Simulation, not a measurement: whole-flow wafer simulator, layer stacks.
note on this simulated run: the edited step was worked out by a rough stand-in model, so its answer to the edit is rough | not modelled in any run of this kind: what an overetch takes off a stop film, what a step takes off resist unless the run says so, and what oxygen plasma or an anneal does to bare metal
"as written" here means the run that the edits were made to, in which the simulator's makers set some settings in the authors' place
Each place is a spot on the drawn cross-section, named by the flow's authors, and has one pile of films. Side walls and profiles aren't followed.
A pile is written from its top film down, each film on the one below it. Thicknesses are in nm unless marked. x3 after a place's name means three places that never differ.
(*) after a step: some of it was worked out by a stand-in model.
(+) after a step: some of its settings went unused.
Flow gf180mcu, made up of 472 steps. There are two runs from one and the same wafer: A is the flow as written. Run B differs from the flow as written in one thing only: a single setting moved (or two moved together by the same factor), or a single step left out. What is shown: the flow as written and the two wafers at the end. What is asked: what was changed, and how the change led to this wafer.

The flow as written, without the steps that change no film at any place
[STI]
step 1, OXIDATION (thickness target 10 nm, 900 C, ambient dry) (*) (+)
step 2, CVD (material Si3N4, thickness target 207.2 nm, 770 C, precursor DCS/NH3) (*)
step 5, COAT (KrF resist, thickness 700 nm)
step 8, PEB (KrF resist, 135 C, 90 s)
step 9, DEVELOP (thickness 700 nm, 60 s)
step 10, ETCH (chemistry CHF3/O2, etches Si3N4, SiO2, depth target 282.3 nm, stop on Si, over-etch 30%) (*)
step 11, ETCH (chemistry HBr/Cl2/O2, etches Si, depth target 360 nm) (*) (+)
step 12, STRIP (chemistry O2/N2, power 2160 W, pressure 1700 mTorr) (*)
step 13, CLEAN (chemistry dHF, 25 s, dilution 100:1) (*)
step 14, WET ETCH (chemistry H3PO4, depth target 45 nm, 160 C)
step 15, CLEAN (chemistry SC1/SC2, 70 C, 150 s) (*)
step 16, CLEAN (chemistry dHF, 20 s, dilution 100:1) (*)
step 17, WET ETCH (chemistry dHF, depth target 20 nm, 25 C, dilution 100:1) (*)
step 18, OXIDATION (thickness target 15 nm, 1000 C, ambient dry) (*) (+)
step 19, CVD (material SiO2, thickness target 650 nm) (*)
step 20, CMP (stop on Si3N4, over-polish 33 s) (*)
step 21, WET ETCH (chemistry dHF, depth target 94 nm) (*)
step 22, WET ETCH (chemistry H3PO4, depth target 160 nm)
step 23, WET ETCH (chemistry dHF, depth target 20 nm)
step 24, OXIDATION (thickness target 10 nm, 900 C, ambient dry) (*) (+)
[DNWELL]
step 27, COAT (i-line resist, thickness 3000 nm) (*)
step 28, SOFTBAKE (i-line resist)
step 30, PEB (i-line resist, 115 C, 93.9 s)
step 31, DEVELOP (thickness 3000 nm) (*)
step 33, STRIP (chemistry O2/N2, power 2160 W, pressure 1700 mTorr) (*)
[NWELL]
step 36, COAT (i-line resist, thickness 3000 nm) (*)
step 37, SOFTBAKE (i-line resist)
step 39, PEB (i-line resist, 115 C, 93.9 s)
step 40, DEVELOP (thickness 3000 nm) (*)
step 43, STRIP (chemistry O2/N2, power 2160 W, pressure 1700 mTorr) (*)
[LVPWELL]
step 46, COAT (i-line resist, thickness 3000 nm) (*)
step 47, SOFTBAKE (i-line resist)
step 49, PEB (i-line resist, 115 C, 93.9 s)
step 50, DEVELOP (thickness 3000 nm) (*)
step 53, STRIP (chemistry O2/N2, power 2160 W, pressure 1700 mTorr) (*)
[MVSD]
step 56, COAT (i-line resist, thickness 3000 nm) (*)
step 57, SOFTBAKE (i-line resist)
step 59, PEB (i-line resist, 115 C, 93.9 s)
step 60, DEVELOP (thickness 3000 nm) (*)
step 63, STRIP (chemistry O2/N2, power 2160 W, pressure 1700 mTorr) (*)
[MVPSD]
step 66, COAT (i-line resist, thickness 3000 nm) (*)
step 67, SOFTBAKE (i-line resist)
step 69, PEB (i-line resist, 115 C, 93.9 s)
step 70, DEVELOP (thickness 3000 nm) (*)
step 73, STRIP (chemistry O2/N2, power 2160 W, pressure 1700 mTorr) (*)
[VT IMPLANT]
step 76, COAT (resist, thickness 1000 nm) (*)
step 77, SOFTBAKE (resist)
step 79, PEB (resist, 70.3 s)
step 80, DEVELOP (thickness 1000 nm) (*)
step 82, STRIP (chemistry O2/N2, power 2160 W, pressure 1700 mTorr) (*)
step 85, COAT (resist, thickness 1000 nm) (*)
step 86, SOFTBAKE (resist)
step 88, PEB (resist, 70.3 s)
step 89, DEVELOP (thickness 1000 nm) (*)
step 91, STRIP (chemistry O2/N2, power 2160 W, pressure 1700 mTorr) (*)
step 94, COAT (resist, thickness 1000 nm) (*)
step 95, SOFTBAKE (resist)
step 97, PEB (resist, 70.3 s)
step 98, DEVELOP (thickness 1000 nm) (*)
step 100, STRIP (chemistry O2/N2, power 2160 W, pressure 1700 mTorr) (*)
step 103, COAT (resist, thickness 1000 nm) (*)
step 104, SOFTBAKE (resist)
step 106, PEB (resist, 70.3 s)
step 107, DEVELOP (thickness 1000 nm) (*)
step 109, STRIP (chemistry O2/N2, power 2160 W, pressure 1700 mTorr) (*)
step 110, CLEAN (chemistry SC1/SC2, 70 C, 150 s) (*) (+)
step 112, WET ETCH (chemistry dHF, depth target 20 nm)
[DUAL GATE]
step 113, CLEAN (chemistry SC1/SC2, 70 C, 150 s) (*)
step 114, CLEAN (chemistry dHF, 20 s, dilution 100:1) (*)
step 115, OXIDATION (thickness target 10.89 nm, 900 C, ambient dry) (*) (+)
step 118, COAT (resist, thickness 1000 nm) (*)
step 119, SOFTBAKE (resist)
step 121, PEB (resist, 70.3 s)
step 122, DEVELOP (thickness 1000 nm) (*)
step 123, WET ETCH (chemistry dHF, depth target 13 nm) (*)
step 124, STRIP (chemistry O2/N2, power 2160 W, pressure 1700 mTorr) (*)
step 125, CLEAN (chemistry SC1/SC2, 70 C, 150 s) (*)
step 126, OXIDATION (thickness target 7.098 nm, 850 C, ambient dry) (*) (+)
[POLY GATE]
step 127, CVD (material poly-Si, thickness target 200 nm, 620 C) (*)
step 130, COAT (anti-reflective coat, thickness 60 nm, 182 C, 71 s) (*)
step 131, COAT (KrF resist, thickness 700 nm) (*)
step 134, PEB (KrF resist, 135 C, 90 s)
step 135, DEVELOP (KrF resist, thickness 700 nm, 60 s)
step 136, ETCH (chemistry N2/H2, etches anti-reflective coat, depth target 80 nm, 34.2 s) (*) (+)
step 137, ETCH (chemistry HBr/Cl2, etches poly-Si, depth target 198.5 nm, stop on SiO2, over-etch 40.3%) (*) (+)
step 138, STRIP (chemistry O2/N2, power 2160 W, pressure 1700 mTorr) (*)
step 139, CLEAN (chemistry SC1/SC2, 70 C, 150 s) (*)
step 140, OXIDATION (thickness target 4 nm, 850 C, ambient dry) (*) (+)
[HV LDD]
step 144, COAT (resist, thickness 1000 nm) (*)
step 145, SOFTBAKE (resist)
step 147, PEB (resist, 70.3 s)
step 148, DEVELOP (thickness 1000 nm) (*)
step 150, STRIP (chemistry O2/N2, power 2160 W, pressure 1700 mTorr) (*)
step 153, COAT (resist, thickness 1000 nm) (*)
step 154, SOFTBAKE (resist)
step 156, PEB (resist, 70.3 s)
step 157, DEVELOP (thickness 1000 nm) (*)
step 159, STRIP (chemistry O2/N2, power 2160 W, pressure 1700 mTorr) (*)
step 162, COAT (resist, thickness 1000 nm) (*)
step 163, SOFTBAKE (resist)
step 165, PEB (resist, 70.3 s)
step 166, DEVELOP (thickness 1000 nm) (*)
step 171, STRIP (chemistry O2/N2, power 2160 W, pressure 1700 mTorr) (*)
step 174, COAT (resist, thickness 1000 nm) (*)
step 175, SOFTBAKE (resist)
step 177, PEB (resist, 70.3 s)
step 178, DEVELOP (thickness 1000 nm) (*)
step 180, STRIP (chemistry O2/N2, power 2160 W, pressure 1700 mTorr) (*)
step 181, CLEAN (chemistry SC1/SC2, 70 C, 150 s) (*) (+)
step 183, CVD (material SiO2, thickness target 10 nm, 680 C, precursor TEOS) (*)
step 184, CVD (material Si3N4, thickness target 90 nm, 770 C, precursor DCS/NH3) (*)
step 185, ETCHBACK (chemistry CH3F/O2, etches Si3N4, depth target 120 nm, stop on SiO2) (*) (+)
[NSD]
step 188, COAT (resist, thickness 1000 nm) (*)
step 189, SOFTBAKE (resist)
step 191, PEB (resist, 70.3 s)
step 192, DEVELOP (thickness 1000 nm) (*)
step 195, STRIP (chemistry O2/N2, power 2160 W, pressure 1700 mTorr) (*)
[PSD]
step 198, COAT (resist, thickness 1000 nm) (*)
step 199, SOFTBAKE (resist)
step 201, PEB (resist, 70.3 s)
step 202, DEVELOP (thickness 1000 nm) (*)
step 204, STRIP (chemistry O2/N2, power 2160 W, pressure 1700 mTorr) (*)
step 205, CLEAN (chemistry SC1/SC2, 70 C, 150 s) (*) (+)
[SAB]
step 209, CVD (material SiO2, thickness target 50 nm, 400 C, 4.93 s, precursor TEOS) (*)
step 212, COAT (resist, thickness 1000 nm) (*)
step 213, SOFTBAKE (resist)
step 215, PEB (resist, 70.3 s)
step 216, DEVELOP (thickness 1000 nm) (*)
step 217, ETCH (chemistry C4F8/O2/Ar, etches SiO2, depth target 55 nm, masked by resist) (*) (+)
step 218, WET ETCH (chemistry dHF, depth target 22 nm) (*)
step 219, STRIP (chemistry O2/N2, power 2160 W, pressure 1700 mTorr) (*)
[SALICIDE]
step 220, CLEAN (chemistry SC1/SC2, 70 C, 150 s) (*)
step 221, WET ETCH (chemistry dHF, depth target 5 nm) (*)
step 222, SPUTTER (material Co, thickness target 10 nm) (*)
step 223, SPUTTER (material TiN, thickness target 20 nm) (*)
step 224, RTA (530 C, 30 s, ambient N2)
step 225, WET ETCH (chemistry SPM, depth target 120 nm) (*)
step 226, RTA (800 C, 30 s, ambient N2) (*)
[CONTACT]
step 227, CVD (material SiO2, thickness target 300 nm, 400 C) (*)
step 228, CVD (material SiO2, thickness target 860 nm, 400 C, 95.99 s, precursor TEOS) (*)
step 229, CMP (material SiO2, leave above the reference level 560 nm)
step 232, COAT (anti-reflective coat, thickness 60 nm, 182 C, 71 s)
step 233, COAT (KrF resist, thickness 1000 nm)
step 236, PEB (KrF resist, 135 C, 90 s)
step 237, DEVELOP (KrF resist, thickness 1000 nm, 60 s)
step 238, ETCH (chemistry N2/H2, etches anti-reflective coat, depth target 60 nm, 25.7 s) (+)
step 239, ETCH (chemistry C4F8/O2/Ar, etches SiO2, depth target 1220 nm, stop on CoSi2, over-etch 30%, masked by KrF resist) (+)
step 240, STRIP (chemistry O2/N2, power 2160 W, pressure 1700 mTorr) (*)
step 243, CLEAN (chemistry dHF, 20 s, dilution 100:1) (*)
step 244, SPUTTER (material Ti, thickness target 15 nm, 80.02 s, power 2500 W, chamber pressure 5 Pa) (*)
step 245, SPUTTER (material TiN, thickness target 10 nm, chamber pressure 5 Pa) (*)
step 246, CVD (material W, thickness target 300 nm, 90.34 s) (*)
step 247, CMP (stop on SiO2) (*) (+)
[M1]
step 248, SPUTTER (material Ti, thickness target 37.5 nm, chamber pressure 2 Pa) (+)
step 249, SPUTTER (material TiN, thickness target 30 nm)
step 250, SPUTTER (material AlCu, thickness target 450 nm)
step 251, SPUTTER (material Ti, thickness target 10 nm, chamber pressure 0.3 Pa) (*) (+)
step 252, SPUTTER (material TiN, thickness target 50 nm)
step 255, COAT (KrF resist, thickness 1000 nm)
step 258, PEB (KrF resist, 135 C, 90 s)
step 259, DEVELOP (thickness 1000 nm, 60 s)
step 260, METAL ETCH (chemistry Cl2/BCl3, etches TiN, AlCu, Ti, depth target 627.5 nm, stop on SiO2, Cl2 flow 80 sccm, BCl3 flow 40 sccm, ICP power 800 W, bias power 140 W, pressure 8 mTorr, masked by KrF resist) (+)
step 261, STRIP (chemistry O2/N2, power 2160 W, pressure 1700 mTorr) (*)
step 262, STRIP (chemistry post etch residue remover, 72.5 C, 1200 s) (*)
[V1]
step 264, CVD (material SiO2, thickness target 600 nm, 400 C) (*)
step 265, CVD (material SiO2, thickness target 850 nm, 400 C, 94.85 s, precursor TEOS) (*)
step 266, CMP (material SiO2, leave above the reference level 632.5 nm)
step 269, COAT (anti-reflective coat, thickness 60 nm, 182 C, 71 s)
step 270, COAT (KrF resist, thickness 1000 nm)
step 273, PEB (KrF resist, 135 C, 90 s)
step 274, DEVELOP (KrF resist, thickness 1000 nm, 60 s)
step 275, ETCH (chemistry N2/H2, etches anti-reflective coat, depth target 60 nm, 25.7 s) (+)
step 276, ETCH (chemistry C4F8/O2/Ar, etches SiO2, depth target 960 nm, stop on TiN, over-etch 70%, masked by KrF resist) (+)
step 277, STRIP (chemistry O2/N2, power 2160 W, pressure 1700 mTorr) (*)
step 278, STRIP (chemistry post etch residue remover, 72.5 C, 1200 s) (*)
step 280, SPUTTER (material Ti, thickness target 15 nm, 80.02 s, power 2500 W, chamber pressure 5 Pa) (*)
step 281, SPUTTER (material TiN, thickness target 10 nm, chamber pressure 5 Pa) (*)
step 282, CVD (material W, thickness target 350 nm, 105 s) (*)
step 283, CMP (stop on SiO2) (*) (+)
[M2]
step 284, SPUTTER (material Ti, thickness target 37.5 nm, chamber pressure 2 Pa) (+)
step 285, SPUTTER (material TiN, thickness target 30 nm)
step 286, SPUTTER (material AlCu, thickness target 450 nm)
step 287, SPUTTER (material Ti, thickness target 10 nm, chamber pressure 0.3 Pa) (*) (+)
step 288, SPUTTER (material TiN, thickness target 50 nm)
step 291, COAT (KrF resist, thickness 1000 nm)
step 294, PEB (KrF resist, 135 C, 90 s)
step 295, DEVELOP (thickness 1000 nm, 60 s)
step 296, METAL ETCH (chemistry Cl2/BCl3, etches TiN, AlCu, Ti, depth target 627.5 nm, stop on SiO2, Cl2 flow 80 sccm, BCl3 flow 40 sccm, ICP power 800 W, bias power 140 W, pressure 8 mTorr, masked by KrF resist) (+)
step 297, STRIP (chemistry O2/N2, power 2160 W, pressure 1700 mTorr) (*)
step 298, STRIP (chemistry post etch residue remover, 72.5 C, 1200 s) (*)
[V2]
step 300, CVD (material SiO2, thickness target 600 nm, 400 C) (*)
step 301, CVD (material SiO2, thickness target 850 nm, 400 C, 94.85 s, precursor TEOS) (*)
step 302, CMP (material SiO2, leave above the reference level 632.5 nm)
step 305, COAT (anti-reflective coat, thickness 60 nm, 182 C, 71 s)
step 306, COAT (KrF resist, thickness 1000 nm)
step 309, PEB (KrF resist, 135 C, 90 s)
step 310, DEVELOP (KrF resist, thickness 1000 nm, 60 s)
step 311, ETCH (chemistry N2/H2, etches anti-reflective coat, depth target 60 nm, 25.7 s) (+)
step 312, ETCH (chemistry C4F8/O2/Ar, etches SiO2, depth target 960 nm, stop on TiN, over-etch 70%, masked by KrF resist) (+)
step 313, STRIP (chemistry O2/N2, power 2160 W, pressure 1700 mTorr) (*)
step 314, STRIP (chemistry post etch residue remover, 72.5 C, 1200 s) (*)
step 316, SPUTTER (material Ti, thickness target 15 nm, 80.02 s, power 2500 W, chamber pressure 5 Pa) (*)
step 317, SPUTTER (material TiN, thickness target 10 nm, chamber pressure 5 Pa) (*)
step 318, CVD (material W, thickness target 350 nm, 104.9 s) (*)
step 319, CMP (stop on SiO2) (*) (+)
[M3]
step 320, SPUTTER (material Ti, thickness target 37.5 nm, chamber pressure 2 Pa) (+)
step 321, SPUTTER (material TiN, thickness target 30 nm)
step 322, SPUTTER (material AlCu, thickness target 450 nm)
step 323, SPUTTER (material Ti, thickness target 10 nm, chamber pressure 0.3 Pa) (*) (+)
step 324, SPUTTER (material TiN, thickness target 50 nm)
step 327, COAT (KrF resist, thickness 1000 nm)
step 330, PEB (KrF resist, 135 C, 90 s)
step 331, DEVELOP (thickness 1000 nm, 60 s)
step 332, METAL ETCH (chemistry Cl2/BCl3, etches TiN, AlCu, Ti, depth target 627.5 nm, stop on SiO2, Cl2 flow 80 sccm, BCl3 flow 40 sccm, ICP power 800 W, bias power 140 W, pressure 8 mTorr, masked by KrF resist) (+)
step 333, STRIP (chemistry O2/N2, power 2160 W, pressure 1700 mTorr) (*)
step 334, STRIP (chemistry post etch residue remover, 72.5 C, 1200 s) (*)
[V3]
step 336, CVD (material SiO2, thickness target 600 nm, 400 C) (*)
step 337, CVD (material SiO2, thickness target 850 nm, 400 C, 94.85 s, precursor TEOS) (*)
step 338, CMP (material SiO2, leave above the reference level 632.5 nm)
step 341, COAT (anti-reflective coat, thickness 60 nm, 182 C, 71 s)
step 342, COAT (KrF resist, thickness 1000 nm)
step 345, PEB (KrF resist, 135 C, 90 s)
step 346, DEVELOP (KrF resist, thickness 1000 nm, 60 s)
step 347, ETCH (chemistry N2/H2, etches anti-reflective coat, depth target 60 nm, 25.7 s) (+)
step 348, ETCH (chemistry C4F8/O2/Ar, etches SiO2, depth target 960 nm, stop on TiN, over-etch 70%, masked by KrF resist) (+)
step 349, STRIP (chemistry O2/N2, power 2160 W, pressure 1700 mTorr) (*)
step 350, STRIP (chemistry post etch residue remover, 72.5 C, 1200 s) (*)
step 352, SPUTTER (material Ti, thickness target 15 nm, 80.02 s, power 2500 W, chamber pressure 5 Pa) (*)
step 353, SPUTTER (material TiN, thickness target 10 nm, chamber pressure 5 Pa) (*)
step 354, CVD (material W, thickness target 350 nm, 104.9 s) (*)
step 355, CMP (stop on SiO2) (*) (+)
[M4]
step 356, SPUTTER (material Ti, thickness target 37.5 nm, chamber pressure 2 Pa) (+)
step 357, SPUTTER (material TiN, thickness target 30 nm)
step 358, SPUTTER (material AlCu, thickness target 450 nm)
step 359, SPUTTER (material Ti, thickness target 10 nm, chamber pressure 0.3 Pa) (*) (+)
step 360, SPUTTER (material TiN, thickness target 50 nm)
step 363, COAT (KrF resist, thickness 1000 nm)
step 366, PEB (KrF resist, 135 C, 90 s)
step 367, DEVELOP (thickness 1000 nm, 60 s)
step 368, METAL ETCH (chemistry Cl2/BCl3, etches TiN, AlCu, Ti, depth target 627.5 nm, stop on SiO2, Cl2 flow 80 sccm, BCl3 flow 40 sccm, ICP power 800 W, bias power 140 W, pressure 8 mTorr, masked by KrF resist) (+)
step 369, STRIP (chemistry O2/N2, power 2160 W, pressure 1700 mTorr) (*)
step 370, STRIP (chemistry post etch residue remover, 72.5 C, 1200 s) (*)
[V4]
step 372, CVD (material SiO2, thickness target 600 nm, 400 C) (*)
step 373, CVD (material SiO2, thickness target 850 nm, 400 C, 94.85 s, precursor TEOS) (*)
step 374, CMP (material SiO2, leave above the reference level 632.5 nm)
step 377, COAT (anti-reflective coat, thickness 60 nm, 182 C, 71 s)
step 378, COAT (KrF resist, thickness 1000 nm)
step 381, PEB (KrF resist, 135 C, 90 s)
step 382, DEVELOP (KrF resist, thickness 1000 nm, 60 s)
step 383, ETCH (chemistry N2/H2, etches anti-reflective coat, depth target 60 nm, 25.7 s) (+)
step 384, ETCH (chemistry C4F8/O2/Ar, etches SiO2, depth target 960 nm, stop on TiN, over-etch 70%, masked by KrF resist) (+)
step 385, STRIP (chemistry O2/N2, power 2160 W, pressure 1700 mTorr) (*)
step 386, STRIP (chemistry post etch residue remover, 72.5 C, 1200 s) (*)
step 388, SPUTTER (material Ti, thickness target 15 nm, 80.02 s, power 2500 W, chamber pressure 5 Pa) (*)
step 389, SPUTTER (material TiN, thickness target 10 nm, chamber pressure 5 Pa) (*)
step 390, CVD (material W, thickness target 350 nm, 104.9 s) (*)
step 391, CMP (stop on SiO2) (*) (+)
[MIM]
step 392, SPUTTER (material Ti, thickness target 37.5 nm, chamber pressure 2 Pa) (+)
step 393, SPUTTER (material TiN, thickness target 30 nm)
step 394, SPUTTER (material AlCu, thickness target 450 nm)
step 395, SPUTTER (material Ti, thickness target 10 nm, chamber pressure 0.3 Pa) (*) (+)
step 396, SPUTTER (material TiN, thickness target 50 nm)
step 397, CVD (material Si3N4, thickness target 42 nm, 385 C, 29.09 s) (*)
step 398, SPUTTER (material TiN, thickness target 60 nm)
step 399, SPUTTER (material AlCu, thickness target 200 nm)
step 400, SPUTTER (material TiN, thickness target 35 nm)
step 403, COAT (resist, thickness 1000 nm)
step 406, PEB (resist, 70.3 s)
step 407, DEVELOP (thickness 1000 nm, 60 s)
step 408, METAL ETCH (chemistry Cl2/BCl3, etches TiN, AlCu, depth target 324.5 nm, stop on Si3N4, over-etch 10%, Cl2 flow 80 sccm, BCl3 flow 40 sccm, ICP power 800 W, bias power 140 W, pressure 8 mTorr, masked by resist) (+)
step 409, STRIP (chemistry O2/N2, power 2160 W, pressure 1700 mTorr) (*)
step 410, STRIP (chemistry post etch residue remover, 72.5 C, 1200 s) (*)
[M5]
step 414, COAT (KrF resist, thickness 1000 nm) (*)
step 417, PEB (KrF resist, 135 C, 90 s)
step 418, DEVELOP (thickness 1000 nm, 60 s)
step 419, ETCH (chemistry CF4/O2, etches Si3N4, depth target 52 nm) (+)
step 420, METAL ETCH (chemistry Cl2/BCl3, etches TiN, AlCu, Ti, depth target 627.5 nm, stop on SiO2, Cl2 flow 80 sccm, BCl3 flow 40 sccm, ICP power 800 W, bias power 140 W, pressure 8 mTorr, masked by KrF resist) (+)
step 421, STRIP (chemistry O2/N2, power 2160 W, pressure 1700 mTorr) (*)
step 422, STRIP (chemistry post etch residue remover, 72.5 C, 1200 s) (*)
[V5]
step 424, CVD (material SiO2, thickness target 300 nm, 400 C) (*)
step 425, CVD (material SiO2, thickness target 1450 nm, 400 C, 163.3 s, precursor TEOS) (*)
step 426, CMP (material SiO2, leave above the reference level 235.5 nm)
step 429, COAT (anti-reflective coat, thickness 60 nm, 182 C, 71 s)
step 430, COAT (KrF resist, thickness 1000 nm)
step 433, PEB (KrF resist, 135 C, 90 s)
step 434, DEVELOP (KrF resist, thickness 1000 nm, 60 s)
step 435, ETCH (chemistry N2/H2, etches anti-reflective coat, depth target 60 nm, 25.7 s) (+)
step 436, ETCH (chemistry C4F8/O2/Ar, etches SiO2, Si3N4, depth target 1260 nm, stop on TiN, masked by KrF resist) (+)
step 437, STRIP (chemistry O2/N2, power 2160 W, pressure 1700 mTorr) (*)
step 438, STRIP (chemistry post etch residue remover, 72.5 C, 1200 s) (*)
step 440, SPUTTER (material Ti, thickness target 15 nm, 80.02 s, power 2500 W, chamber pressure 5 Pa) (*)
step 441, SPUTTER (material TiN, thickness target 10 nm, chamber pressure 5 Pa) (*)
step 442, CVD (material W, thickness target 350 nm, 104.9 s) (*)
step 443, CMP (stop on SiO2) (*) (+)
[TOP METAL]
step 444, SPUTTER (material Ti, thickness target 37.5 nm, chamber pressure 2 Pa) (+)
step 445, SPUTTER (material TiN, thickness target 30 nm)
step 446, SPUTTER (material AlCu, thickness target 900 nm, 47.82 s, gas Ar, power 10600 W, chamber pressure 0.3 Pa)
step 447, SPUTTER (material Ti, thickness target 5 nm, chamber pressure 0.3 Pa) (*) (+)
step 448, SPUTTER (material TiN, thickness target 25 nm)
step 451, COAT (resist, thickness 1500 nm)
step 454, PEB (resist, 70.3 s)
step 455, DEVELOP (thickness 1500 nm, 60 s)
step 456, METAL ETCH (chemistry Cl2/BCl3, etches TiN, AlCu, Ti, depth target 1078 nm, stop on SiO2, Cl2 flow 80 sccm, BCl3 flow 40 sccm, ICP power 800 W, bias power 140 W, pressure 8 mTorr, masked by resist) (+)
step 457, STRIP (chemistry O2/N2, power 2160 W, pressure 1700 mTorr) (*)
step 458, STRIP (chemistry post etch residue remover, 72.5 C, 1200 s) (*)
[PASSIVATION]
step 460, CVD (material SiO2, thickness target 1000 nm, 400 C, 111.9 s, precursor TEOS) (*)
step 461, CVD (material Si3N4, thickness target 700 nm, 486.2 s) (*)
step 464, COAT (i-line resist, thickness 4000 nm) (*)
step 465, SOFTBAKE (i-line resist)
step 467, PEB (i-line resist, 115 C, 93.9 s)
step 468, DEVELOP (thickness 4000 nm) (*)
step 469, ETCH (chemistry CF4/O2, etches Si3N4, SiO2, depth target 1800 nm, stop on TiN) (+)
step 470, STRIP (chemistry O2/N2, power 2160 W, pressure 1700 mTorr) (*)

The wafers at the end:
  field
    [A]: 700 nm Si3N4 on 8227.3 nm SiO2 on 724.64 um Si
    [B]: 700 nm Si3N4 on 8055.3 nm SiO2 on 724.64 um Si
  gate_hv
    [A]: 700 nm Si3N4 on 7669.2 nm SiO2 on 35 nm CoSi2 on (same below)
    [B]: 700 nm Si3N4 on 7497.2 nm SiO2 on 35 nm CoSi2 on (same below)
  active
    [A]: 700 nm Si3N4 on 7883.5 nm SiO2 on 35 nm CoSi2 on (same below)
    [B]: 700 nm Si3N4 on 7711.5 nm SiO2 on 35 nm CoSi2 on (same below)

The reason: step 424, CVD: thickness target 128 nm was run, whereas the flow has thickness target 300 nm.

The path from the change to this, step by step:
  step 424, CVD (material SiO2, thickness target 300 nm, 400 C) (*)
      field, field__w1, field__w2 and 101 more: A +300 SiO2 | B +128 SiO2
      field__w4, field__w8, contact, m1, m1__w1, mim, mim_1p0, m1_nw: A +300 SiO2 (new film) | B +128 SiO2 (new film)
  step 436, ETCH (chemistry C4F8/O2/Ar, etches SiO2, Si3N4, depth target 1260 nm, stop on TiN, masked by KrF resist) (+)
      field, field__w1, field__w2 and 108 more: A -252 KrF resist | B -209.8 KrF resist
      contact: A -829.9 SiO2 (all of it), -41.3 Si3N4 (all of it) | B -657.9 SiO2 (all of it), -41.3 Si3N4 (all of it)
  step 437, STRIP (chemistry O2/N2, power 2160 W, pressure 1700 mTorr) (*)
      field, field__w1, field__w2 and 108 more: A -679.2 KrF resist (all of it), -60 anti-reflective coat (all of it) | B -721.4 KrF resist (all of it), -60 anti-reflective coat (all of it)
  step 440, SPUTTER (material Ti, thickness target 15 nm, 80.02 s, power 2500 W, chamber pressure 5 Pa) (*)
      contact: A +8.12 Ti (new film) | B +8.97 Ti (new film)
  step 441, SPUTTER (material TiN, thickness target 10 nm, chamber pressure 5 Pa) (*)
      contact: A +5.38 TiN (new film) | B +5.95 TiN (new film)
  step 442, CVD (material W, thickness target 350 nm, 104.9 s) (*)
      contact: A +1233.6 W (new film) | B +1060.2 W (new film)
